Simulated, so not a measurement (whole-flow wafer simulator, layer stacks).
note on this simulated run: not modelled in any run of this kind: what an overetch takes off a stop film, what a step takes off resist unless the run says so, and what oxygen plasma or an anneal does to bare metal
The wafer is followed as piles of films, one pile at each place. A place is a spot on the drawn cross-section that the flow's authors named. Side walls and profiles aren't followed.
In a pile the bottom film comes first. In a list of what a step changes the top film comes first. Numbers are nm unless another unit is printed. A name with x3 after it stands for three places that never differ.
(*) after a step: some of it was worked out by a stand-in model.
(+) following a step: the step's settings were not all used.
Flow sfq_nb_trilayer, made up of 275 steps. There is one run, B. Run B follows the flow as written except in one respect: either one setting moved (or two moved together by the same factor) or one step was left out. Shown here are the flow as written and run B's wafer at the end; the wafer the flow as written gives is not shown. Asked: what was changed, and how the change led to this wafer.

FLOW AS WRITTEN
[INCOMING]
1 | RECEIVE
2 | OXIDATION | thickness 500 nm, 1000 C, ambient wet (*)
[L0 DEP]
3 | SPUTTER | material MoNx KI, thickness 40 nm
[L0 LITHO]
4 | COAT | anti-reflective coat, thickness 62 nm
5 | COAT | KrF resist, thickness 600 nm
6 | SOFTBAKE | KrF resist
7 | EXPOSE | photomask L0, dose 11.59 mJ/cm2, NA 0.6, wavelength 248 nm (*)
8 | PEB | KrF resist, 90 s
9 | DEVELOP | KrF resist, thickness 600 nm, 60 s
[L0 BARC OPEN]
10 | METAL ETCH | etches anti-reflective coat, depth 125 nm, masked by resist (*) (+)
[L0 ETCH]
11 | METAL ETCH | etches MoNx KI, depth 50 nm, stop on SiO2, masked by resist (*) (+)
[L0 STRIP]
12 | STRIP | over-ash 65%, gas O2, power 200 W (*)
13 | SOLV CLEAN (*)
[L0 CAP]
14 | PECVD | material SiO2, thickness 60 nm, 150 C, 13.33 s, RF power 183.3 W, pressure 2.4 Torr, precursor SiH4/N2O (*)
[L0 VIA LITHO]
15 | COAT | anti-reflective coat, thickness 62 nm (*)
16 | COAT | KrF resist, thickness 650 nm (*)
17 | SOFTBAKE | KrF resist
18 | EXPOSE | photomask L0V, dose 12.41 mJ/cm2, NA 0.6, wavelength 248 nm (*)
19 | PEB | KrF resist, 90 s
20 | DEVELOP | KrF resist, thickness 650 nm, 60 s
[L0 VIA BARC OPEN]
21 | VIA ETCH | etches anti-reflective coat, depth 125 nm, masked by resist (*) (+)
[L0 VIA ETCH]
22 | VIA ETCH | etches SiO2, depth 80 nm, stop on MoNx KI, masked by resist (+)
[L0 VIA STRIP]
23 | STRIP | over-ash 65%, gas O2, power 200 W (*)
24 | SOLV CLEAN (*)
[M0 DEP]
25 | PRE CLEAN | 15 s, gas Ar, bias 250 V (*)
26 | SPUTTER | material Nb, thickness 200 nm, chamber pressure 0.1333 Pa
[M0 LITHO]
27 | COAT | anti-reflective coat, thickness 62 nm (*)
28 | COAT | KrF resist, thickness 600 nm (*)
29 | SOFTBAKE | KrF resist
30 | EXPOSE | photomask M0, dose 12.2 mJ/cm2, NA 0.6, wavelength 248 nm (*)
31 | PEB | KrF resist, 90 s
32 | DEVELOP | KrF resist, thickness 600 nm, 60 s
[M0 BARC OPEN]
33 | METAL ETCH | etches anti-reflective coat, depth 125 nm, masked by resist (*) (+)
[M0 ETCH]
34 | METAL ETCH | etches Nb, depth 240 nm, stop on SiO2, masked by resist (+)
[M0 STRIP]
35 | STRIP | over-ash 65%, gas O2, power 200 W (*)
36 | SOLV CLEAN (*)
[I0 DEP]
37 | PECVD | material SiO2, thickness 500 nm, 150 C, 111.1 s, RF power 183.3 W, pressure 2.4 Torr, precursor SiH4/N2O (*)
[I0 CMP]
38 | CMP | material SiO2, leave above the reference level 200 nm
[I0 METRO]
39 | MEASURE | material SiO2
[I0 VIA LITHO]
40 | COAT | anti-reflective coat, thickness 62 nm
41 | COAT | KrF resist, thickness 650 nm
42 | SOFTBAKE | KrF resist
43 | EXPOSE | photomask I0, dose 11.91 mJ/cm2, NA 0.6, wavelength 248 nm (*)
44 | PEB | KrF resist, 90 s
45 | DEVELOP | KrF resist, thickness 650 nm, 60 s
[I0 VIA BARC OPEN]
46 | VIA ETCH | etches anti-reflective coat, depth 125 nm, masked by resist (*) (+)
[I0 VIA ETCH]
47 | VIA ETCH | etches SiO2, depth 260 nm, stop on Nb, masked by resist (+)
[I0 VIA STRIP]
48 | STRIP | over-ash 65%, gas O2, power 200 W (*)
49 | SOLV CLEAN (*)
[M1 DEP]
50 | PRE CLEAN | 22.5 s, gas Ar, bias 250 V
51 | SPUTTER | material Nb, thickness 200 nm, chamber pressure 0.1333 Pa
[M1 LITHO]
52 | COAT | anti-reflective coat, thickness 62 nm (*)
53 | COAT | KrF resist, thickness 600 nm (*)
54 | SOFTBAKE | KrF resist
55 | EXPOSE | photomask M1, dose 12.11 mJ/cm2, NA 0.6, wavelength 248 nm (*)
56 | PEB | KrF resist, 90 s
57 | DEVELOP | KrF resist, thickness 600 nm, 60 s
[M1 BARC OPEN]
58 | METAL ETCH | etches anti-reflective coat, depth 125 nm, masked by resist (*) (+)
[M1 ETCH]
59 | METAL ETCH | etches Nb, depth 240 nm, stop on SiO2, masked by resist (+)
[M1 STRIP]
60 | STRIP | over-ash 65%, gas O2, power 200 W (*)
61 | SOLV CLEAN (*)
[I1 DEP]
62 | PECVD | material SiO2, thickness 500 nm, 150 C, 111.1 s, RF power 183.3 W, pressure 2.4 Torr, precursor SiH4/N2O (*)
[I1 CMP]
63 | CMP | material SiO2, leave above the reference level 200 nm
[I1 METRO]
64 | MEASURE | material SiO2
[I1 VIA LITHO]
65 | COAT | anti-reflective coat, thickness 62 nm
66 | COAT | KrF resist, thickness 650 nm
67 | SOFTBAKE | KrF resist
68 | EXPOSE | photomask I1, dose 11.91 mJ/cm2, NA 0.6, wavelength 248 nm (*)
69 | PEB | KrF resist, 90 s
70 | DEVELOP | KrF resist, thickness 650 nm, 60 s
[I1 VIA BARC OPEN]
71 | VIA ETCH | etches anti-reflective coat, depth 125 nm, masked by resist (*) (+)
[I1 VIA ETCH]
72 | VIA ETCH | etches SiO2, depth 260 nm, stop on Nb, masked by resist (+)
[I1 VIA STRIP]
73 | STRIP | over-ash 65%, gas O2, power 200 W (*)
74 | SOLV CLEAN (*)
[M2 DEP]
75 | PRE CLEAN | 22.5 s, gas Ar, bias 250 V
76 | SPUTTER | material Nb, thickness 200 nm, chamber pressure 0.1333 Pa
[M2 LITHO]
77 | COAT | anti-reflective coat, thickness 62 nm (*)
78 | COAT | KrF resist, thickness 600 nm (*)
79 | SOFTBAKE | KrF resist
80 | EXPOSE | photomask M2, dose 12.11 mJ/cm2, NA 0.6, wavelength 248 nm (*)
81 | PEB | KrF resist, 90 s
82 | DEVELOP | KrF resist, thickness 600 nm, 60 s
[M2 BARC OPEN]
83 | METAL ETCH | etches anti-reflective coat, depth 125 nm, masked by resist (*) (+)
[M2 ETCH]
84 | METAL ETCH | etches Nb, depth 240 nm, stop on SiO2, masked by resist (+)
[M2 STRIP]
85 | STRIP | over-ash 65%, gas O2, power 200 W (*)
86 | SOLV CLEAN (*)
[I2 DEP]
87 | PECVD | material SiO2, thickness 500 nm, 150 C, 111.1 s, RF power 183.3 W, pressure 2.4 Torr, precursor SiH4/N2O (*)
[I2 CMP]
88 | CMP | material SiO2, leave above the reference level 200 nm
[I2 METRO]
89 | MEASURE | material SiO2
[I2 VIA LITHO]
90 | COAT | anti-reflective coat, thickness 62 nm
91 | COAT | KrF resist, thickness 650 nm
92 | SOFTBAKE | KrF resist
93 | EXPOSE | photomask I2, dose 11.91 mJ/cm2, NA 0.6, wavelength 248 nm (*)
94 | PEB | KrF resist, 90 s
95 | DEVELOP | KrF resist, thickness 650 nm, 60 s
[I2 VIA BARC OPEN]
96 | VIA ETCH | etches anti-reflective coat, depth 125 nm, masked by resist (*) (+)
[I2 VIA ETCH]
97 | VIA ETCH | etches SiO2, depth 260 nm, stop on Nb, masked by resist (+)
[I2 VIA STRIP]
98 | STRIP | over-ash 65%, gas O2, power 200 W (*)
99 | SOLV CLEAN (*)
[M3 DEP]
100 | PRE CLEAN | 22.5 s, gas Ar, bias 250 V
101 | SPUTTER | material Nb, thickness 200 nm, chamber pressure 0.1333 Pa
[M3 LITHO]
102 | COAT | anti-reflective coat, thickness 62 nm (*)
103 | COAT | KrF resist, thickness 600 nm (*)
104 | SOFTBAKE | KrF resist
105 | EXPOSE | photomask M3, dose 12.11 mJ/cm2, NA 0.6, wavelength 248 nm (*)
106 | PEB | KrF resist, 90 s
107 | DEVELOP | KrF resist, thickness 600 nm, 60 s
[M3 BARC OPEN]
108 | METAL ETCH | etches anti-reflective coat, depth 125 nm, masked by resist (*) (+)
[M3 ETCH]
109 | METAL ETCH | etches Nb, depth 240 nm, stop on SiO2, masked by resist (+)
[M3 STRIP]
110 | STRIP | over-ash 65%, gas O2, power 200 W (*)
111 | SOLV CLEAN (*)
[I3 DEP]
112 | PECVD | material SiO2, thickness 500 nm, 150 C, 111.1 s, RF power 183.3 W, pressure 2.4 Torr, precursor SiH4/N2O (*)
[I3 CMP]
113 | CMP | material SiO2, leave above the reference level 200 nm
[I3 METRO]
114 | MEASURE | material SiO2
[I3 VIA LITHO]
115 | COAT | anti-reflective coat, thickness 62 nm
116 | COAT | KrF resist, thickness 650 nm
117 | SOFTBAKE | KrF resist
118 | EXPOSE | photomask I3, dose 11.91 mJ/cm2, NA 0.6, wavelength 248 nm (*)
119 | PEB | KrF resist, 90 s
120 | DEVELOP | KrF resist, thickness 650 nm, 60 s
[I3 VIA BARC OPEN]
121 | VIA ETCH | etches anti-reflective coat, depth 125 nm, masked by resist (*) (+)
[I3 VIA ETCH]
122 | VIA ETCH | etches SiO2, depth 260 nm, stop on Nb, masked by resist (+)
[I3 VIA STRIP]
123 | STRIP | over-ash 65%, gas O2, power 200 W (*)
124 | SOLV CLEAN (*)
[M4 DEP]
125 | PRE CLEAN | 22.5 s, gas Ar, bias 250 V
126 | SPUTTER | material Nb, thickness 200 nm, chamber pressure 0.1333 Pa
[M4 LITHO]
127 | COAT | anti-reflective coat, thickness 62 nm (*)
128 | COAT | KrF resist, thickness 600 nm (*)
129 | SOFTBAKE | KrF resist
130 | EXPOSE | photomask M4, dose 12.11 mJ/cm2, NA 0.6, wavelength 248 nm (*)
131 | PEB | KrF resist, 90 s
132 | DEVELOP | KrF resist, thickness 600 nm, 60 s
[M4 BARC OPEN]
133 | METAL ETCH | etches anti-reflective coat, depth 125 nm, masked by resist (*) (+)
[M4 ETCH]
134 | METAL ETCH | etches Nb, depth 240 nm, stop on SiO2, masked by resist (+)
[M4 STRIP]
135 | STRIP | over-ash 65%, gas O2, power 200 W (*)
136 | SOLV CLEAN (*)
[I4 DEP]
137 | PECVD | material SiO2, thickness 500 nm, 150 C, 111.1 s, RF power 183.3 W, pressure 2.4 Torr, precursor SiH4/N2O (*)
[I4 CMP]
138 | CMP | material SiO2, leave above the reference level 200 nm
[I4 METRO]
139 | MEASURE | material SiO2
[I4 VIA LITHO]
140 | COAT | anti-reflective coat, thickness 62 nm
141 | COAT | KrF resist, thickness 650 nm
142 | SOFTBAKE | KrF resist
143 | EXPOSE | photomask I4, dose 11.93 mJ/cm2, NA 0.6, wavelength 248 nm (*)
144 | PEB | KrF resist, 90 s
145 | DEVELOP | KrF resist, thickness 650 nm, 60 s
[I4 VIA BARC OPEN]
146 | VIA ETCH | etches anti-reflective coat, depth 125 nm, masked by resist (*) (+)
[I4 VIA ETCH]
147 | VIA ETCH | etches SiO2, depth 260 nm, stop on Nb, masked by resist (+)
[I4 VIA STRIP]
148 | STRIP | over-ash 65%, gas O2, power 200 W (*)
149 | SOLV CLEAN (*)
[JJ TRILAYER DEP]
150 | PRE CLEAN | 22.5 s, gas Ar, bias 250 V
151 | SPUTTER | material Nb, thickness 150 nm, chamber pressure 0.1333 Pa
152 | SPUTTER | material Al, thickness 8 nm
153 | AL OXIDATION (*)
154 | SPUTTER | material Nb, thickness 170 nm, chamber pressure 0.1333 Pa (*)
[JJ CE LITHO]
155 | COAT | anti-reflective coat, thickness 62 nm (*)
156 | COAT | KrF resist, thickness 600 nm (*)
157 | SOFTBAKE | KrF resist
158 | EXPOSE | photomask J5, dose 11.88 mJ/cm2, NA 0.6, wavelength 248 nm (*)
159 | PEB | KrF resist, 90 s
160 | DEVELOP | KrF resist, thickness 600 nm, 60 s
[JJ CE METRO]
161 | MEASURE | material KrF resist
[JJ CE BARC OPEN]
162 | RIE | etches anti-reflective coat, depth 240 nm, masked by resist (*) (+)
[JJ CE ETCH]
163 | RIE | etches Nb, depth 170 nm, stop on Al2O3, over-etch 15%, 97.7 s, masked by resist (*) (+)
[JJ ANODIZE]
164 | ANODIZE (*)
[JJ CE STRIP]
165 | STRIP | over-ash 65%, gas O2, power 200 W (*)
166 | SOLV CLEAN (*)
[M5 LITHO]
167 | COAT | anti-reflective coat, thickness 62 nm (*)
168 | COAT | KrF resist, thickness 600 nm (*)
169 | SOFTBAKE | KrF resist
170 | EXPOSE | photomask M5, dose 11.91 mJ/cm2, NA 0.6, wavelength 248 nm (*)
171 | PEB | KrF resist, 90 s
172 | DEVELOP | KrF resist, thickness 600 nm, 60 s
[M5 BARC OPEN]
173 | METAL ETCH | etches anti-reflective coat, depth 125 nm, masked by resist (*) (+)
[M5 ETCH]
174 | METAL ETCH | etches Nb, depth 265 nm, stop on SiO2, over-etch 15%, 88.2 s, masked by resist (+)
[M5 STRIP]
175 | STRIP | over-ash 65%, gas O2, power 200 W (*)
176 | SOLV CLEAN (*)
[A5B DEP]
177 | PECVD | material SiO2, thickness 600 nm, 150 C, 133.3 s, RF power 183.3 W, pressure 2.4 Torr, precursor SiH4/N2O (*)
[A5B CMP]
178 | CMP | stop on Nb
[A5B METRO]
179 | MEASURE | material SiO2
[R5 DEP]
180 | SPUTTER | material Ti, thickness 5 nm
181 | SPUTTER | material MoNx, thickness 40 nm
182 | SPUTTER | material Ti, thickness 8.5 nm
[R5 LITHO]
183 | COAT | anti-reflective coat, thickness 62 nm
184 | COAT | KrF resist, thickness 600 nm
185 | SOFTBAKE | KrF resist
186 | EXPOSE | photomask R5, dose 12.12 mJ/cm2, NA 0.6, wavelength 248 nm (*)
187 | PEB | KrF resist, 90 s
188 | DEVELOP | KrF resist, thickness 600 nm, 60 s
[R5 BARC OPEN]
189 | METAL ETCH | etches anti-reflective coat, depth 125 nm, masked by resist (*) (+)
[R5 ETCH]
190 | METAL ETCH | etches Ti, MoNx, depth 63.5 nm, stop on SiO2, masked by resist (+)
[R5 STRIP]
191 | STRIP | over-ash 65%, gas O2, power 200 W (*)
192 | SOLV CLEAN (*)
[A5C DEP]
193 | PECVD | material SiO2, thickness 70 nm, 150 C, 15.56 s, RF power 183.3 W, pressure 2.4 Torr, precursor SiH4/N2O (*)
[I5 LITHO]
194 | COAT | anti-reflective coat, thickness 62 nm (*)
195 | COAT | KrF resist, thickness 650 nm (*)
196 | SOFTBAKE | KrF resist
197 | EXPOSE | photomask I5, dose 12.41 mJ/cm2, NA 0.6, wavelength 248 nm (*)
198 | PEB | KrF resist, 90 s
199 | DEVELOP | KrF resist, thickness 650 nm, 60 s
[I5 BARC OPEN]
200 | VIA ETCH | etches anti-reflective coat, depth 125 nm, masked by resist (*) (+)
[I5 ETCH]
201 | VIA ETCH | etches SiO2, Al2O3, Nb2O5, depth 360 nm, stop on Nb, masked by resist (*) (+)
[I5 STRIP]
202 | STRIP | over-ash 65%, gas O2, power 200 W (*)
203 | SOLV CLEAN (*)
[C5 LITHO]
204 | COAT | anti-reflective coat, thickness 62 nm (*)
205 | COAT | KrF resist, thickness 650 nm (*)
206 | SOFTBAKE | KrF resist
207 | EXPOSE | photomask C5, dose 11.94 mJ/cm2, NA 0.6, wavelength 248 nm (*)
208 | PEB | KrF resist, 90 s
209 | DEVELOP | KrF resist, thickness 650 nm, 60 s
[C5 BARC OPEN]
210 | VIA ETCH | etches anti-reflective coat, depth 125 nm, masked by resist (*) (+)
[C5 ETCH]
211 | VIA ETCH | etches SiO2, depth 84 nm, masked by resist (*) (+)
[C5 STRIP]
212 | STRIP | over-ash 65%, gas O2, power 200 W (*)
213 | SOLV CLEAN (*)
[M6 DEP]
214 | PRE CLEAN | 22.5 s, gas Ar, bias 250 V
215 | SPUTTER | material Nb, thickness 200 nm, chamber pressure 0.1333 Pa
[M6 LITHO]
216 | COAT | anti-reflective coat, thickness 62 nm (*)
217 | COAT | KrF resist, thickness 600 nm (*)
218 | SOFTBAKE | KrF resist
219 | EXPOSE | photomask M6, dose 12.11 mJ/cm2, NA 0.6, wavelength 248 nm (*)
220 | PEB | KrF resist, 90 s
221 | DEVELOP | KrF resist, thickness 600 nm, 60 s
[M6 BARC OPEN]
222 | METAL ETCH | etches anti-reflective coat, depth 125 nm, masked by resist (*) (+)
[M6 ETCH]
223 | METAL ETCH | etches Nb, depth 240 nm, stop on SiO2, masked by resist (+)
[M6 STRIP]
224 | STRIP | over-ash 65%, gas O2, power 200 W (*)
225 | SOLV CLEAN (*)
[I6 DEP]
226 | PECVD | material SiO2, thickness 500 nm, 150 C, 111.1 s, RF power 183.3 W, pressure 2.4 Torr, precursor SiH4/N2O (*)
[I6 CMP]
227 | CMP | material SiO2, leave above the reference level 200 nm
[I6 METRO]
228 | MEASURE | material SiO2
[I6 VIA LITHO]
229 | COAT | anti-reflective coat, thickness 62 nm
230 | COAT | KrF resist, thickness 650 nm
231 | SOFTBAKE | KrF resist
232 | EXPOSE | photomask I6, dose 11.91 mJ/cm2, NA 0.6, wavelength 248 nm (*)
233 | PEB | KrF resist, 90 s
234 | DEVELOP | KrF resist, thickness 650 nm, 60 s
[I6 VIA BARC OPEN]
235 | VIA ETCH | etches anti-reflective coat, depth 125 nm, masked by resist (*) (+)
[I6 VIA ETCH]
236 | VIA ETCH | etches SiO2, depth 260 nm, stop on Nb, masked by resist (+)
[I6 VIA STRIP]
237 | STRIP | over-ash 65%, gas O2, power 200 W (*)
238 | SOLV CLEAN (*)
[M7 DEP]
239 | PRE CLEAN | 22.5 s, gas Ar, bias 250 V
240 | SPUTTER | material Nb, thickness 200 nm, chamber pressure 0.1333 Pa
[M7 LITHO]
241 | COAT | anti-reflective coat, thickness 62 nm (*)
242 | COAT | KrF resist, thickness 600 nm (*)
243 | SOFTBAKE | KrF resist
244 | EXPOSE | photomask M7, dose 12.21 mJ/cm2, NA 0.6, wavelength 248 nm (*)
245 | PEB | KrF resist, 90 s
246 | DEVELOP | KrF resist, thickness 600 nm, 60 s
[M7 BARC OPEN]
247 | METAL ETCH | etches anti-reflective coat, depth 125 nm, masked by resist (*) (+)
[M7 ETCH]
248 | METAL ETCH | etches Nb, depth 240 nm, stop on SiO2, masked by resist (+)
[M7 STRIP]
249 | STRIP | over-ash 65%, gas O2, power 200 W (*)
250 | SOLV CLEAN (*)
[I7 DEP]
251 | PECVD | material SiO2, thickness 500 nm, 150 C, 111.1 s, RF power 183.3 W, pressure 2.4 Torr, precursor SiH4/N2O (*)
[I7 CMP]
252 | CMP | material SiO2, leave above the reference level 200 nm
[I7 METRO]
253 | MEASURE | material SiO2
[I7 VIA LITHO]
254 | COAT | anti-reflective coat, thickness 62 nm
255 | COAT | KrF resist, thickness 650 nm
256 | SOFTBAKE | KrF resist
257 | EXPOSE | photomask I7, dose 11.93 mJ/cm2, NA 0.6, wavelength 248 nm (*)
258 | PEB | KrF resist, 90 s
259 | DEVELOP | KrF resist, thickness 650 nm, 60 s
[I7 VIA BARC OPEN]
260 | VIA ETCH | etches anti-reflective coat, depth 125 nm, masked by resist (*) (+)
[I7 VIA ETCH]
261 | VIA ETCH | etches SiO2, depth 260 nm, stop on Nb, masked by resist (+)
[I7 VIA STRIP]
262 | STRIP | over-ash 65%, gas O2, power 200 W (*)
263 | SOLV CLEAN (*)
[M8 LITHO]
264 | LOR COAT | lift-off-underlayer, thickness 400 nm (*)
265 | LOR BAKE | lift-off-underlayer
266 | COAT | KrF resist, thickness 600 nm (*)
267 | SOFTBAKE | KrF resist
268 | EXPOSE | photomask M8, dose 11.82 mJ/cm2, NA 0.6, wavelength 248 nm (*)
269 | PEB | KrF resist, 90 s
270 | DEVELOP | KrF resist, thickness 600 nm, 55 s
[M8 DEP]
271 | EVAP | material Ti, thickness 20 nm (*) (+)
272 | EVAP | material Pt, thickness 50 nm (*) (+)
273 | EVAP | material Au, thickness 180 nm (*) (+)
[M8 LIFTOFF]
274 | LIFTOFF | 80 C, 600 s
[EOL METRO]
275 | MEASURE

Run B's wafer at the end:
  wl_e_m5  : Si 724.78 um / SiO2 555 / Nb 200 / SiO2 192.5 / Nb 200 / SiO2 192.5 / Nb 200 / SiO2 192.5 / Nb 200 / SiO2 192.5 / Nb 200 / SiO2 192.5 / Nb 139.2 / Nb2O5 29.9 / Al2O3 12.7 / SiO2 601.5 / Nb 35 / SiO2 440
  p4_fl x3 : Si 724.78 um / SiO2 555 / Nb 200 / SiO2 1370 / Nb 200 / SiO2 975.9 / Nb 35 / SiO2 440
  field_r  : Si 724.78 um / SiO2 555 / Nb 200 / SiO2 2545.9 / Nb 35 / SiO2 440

The reason: step 240, SPUTTER: thickness 275 nm was run, while the flow as written has thickness 200 nm.

Step by step, how the change led to this:
  240 | SPUTTER | material Nb, thickness 200 nm, chamber pressure 0.1333 Pa
      field_l, v_sur, via_wl and 102 more: +275 Nb (new film) (as written it would have been: +200 Nb (new film))
      via_v: +221.9 Nb (as written it would have been: +161.1 Nb)
  248 | METAL ETCH | etches Nb, depth 240 nm, stop on SiO2, masked by resist (+)
      field_l, field_r, lsp_l and 62 more: -240 Nb (as written it would have been: -200 Nb (all of it))
  251 | PECVD | material SiO2, thickness 500 nm, 150 C, 111.1 s, RF power 183.3 W, pressure 2.4 Torr, precursor SiH4/N2O (*)
      field_l, p4_fl x3, p4_w1 x9 and 46 more: +500 SiO2 (new film) (as written it would have been: +500 SiO2)
      field_r, lsp_l: +473.2 SiO2 (new film) (as written it would have been: +477.7 SiO2)
      (as well as at 4 more places)
  252 | CMP | material SiO2, leave above the reference level 200 nm
      field_l, p4_fl x3, p4_w1 x9 and 46 more: -60 SiO2 (as written it would have been: -100 SiO2)
      field_r, lsp_l: -33.2 SiO2 (as written it would have been: -77.7 SiO2)
      (as well as at 3 more places)
With metal films that touch counted as one body, wl_e_m5 has 7 bodies (between them, from the top down: SiO2 601.5 / Al2O3 12.7 / Nb2O5 29.9; SiO2 192.5; SiO2 192.5; SiO2 192.5; SiO2 192.5; SiO2 192.5); the flow as written gives 6 bodies (between them, from the top down: SiO2 192.5; SiO2 192.5; SiO2 192.5; SiO2 192.5; SiO2 192.5).
With metal films that touch counted as one body, p4_fl x3 has 3 bodies (between them, from the top down: SiO2 975.9; SiO2 1370); the flow as written gives 2 bodies (between them, from the top down: SiO2 1370).
With metal films that touch counted as one body, field_r has 2 bodies (between them, from the top down: SiO2 2545.9); the flow as written gives 1 body.
